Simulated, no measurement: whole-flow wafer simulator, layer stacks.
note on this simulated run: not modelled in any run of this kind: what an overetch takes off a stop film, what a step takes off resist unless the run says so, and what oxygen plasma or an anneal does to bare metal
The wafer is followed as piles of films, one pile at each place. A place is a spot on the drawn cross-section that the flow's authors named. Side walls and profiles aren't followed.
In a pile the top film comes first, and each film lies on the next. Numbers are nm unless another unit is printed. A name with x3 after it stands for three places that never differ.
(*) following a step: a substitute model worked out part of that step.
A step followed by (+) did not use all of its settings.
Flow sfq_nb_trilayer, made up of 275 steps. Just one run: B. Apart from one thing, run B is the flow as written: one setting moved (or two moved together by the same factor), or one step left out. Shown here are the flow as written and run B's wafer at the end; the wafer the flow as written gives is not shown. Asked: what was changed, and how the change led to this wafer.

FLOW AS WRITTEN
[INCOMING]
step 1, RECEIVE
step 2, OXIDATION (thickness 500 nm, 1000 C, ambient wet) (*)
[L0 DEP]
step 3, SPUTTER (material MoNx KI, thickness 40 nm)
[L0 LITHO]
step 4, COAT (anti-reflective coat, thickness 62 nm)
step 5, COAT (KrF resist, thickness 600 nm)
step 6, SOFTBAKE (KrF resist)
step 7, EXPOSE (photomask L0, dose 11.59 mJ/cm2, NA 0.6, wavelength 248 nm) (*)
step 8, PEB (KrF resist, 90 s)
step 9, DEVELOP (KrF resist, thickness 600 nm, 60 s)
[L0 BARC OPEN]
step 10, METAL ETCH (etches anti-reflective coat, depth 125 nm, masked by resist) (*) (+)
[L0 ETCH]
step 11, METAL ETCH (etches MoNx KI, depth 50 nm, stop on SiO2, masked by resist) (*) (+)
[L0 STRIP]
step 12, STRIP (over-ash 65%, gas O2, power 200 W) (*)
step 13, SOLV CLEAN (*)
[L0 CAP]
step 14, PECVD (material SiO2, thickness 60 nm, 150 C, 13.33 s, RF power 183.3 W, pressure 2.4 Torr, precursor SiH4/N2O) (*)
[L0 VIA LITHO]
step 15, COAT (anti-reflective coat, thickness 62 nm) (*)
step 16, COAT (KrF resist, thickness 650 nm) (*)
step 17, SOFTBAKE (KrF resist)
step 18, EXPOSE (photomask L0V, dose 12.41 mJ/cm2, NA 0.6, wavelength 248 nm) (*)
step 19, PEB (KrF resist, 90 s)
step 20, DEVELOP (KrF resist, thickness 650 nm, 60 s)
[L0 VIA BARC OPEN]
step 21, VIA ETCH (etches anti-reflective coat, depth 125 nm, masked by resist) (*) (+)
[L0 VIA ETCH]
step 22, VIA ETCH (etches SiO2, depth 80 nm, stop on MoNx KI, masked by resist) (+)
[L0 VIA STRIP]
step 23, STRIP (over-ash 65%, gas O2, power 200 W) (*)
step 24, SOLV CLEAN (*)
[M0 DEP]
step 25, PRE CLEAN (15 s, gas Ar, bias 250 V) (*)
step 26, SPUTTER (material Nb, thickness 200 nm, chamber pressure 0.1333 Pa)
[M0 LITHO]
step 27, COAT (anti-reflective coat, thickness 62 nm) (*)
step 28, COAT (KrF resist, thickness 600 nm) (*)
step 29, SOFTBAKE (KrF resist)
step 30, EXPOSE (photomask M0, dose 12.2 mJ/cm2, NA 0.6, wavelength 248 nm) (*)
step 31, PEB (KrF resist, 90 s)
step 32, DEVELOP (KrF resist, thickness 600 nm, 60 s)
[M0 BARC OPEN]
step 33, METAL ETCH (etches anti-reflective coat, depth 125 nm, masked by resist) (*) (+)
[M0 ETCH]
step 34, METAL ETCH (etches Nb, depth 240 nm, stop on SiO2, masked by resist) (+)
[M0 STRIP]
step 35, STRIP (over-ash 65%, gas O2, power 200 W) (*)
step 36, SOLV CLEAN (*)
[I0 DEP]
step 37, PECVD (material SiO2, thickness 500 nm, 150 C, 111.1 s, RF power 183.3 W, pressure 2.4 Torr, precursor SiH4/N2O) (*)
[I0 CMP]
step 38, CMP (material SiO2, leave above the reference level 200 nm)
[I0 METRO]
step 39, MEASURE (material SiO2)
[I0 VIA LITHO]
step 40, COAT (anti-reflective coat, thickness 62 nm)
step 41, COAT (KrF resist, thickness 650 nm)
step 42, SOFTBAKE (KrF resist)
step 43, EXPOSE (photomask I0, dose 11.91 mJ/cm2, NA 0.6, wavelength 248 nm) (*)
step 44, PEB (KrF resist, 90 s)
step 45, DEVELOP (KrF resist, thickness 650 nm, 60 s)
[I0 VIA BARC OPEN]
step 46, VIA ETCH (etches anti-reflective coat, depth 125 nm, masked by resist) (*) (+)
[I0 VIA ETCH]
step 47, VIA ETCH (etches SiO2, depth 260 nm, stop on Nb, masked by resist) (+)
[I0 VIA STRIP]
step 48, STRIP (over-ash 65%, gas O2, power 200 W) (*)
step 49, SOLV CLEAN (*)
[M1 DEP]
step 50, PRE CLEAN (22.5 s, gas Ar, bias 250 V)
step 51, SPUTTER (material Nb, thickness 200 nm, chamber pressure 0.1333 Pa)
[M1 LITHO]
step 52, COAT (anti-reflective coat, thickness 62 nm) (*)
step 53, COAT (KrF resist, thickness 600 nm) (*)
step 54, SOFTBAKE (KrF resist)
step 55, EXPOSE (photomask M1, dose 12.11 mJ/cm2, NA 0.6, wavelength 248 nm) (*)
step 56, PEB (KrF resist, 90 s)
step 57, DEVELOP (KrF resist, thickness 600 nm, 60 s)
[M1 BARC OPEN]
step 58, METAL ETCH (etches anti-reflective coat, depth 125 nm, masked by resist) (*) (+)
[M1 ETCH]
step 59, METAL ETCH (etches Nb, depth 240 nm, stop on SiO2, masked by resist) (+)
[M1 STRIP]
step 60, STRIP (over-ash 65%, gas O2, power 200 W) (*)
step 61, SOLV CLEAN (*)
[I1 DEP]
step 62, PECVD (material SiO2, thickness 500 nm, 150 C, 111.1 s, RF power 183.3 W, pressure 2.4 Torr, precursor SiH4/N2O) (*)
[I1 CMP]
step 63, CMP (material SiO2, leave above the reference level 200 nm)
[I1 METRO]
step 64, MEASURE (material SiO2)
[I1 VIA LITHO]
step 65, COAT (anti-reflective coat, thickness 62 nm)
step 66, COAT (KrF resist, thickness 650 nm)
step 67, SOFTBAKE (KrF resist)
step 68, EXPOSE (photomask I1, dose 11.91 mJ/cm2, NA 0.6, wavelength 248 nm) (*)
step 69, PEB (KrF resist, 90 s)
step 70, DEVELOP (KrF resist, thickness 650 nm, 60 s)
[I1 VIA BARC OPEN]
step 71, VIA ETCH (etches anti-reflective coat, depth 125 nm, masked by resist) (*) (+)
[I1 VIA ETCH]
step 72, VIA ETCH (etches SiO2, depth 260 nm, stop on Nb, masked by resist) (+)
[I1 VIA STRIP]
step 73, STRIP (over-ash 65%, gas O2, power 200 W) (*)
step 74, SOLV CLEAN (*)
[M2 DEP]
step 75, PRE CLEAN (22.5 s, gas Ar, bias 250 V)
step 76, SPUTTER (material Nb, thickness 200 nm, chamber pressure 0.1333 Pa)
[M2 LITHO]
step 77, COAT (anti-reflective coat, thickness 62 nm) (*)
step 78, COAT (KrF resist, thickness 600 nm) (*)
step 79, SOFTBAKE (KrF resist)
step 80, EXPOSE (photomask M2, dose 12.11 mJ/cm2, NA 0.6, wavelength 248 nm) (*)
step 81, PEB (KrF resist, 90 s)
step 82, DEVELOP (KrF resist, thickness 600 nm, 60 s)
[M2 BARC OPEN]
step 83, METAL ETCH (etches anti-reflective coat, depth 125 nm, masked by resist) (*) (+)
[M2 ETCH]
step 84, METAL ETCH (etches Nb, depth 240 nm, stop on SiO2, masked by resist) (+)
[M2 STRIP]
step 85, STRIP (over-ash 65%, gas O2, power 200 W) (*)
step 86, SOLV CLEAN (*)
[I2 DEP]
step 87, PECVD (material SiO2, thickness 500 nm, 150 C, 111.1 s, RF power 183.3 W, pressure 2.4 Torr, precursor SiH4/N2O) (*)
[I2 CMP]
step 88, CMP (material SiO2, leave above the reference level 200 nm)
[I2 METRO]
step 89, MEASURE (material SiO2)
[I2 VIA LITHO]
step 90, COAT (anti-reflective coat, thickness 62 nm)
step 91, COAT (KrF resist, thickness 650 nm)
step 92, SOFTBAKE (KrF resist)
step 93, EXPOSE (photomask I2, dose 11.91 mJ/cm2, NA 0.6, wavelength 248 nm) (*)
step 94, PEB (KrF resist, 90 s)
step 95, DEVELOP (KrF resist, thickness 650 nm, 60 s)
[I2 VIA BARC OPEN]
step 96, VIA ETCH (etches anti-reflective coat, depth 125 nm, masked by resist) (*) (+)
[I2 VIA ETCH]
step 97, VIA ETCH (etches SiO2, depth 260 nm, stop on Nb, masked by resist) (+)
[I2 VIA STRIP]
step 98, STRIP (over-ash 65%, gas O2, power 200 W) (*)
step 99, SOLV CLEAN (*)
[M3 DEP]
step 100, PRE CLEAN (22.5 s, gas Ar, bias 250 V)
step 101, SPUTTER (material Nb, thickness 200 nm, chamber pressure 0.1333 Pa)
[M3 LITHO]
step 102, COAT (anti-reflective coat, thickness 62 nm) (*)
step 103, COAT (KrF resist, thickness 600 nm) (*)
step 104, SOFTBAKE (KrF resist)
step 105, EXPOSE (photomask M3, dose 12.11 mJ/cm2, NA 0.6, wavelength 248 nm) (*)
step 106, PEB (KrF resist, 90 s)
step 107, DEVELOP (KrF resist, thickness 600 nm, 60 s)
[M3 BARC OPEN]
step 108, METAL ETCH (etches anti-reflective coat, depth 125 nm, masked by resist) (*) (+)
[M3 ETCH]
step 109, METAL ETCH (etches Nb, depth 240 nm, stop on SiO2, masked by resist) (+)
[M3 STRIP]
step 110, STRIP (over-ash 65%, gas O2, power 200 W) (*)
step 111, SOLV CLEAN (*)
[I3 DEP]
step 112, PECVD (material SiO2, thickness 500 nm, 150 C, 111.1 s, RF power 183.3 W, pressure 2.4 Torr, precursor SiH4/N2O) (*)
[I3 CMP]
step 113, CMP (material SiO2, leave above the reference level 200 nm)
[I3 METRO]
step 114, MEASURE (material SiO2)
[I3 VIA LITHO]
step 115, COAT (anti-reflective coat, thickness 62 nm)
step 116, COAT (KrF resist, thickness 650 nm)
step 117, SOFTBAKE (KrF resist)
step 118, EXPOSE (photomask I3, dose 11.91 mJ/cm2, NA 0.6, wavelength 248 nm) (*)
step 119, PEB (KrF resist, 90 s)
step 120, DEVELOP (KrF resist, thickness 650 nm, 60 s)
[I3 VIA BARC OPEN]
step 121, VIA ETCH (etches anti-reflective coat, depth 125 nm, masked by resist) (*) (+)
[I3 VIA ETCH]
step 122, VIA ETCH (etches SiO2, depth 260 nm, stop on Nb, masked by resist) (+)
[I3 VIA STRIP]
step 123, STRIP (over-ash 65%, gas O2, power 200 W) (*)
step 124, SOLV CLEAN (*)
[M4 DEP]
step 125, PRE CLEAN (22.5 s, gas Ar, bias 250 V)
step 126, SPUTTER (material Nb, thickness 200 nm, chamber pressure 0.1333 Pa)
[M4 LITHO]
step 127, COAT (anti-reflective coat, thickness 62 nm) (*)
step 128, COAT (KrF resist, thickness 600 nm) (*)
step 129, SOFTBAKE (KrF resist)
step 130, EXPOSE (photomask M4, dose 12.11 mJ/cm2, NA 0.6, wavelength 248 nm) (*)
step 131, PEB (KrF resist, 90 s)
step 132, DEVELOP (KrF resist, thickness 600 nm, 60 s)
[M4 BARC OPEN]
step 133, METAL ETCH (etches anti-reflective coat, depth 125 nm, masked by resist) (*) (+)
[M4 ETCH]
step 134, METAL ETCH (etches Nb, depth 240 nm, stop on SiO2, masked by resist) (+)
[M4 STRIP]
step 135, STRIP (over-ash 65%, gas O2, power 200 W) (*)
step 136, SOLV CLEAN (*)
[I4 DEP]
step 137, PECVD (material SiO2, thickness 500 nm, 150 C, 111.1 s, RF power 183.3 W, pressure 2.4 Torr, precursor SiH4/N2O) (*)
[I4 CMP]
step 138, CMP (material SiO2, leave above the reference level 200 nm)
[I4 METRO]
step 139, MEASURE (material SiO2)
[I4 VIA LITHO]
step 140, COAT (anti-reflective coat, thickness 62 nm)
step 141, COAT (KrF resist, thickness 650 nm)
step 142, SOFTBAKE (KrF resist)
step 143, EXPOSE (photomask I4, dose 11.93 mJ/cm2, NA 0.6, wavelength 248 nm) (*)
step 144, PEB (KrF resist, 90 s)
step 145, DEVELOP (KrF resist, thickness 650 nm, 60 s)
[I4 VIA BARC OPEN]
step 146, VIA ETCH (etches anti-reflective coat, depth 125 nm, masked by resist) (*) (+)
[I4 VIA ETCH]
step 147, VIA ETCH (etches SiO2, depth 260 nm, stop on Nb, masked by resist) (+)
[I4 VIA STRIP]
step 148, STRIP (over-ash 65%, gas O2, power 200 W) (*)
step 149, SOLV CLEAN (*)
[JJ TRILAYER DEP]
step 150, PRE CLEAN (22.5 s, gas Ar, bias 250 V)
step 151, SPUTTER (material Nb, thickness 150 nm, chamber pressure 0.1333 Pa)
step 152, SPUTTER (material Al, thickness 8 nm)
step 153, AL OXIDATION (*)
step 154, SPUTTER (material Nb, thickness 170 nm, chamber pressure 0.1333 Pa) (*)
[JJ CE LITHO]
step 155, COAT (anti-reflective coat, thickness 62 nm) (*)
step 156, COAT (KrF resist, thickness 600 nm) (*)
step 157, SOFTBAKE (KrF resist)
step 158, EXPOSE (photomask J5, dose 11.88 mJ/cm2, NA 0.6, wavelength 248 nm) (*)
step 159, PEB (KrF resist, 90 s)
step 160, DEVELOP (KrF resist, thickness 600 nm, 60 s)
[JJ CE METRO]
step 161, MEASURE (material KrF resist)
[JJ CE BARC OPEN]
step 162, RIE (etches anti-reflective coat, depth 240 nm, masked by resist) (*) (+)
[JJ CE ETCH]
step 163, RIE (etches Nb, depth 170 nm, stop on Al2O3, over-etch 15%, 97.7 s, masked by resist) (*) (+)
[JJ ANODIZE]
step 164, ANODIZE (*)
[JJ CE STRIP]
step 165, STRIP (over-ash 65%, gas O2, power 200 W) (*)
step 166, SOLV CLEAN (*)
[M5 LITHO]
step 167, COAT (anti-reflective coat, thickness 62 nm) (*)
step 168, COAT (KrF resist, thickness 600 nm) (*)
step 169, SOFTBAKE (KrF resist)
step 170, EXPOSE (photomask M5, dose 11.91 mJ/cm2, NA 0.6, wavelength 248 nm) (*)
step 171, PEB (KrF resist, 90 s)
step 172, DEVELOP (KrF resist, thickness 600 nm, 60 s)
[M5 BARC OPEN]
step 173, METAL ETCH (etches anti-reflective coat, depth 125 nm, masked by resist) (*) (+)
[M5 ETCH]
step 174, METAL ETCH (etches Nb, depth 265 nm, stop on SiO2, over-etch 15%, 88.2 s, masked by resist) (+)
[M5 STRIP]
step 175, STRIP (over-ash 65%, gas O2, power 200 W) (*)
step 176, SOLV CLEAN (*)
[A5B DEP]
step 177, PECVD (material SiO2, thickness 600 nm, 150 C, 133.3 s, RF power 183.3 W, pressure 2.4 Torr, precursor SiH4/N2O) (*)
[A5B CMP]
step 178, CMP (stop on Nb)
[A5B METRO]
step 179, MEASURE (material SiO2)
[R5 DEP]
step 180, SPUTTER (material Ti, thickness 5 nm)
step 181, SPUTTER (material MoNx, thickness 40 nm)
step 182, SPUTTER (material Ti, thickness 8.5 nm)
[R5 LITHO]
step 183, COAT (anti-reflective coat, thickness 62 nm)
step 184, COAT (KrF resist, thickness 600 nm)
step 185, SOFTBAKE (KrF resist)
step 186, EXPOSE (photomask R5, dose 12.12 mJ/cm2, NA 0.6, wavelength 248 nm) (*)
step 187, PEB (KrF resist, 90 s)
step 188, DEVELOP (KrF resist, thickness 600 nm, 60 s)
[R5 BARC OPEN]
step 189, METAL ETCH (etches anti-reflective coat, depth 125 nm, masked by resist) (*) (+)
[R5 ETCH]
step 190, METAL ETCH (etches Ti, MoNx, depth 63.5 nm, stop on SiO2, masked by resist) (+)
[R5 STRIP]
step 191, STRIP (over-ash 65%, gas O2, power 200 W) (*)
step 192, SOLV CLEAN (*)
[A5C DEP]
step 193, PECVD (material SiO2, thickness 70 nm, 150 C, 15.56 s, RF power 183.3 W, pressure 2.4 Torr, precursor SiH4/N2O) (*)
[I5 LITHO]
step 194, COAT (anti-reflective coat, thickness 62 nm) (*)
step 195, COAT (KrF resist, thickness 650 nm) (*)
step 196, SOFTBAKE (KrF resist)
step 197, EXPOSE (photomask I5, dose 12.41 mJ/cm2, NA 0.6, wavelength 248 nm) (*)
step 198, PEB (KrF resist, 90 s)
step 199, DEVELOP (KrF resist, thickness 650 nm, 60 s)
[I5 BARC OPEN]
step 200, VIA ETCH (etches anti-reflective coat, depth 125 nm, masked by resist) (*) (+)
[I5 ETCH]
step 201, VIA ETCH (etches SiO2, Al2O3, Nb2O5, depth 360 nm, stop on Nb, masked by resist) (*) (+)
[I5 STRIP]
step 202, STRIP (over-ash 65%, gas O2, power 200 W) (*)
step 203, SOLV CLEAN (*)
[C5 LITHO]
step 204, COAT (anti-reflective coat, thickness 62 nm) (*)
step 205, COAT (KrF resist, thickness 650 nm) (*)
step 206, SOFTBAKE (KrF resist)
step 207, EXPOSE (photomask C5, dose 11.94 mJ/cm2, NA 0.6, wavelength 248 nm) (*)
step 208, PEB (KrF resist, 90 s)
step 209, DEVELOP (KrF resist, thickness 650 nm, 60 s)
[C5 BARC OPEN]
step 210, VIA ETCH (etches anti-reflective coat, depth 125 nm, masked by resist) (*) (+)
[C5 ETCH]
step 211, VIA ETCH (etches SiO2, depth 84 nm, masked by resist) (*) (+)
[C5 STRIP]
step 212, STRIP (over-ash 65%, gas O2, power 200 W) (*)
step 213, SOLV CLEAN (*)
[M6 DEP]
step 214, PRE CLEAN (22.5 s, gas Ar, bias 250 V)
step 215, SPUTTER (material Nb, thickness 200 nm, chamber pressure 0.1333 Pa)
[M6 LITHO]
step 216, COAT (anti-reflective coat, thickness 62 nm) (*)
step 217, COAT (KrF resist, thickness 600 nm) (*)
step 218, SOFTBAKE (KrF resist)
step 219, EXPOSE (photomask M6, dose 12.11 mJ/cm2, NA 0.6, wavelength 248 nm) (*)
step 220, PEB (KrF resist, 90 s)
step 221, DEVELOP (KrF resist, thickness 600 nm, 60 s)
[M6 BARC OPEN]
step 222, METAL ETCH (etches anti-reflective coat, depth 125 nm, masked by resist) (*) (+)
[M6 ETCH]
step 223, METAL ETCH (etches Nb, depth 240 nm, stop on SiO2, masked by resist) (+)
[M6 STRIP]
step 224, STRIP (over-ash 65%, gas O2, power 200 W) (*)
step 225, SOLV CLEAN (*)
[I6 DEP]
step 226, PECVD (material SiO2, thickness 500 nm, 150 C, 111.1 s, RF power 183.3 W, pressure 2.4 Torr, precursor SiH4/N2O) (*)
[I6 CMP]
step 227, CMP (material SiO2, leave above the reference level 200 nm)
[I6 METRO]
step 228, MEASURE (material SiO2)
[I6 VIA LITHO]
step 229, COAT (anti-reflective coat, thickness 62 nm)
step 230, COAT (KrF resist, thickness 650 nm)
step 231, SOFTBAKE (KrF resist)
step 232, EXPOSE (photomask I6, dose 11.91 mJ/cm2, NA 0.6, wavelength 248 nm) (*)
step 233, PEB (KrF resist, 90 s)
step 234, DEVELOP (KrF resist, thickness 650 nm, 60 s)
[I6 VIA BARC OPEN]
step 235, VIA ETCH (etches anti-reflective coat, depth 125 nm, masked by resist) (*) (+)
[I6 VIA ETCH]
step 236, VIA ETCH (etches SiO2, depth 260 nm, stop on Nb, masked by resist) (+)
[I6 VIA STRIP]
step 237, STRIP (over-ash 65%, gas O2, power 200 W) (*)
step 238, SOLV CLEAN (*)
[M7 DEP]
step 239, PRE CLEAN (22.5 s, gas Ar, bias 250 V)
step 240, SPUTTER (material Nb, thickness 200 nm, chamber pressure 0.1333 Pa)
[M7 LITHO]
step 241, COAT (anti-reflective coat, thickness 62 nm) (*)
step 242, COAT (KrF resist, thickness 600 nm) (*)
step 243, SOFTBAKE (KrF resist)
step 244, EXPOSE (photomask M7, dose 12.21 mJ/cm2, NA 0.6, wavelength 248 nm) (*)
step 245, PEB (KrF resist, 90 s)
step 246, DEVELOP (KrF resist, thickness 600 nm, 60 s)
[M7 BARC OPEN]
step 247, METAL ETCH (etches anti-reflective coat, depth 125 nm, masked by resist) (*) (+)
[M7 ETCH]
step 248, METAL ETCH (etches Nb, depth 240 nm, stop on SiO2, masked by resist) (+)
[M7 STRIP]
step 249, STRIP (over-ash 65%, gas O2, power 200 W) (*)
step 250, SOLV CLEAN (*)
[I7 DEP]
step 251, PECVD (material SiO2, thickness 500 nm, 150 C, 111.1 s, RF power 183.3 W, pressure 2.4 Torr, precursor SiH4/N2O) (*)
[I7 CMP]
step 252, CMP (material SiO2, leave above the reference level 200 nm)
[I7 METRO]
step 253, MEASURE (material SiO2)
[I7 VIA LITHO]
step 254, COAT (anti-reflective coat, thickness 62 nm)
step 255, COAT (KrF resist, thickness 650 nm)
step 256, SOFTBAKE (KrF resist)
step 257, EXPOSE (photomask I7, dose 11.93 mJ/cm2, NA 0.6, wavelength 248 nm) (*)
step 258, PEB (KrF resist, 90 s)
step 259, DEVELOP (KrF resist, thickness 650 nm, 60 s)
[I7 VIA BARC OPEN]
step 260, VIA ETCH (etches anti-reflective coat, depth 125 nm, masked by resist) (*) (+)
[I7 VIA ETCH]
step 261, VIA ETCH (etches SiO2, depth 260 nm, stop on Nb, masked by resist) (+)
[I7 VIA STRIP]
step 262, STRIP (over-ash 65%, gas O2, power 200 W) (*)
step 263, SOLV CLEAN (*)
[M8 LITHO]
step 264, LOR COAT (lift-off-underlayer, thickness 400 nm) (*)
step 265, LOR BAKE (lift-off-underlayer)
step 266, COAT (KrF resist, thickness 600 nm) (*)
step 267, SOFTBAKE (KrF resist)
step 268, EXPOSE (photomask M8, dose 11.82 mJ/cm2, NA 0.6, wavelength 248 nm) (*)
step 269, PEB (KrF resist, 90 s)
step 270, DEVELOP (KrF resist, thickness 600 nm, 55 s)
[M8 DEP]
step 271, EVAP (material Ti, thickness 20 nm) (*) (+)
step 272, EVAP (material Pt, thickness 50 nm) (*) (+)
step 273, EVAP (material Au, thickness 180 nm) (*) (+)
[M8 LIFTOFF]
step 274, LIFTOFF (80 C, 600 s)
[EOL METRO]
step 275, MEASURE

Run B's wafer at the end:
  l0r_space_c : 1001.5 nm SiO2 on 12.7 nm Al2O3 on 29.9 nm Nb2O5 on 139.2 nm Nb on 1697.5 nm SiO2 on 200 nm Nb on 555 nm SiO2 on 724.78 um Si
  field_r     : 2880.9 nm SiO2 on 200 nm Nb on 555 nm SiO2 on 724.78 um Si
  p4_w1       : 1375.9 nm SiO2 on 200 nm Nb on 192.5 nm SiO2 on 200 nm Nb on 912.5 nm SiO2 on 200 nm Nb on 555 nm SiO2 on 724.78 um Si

What caused this: step 63, CMP: leave above the reference level 135 nm was run, whereas the flow has leave above the reference level 200 nm.

Step by step, how the change led to this:
  step 63, CMP (material SiO2, leave above the reference level 200 nm)
      field_l, be, be_sur and 72 more: -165 SiO2 (in the flow as written it would be: -100 SiO2)
      v_sur, via_wl, via_wr and 20 more: -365 SiO2 (in the flow as written it would be: -300 SiO2)
      (and at 8 other places as well)
  step 72, VIA ETCH (etches SiO2, depth 260 nm, stop on Nb, masked by resist) (+)
      field_l, v_sur, via_wl and 102 more: -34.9 KrF resist (in the flow as written it would be: -44.8 KrF resist)
      via_v: -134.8 SiO2 (all of it) (in the flow as written it would be: -199.8 SiO2 (all of it))
  step 76, SPUTTER (material Nb, thickness 200 nm, chamber pressure 0.1333 Pa)
      via_v: +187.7 Nb (in the flow as written it would be: +174.5 Nb)
  step 77, COAT (anti-reflective coat, thickness 62 nm) (*)
      via_sp: +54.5 anti-reflective coat (new film) (in the flow as written it would be: +53.2 anti-reflective coat (new film))
      via_v: +108.4 anti-reflective coat (new film) (in the flow as written it would be: +123.1 anti-reflective coat (new film))
      (and at 1 other place as well)
  step 78, COAT (KrF resist, thickness 600 nm) (*)
      via_v: +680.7 KrF resist (new film) (in the flow as written it would be: +733.7 KrF resist (new film))
  step 85, STRIP (over-ash 65%, gas O2, power 200 W) (*)
      via_sp: -378.7 KrF resist (all of it), -54.5 anti-reflective coat (all of it) (in the flow as written it would be: -374.4 KrF resist (all of it), -53.2 anti-reflective coat (all of it))
      via_v: -462.9 KrF resist (all of it), -108.4 anti-reflective coat (all of it) (in the flow as written it would be: -515.8 KrF resist (all of it), -123.1 anti-reflective coat (all of it))
      (and at 1 other place as well)
  step 87, PECVD (material SiO2, thickness 500 nm, 150 C, 111.1 s, RF power 183.3 W, pressure 2.4 Torr, precursor SiH4/N2O) (*)
      via_v: +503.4 SiO2 (new film) (in the flow as written it would be: +606 SiO2 (new film))
  step 88, CMP (material SiO2, leave above the reference level 200 nm)
      via_v: -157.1 SiO2 (in the flow as written it would be: -181.6 SiO2)
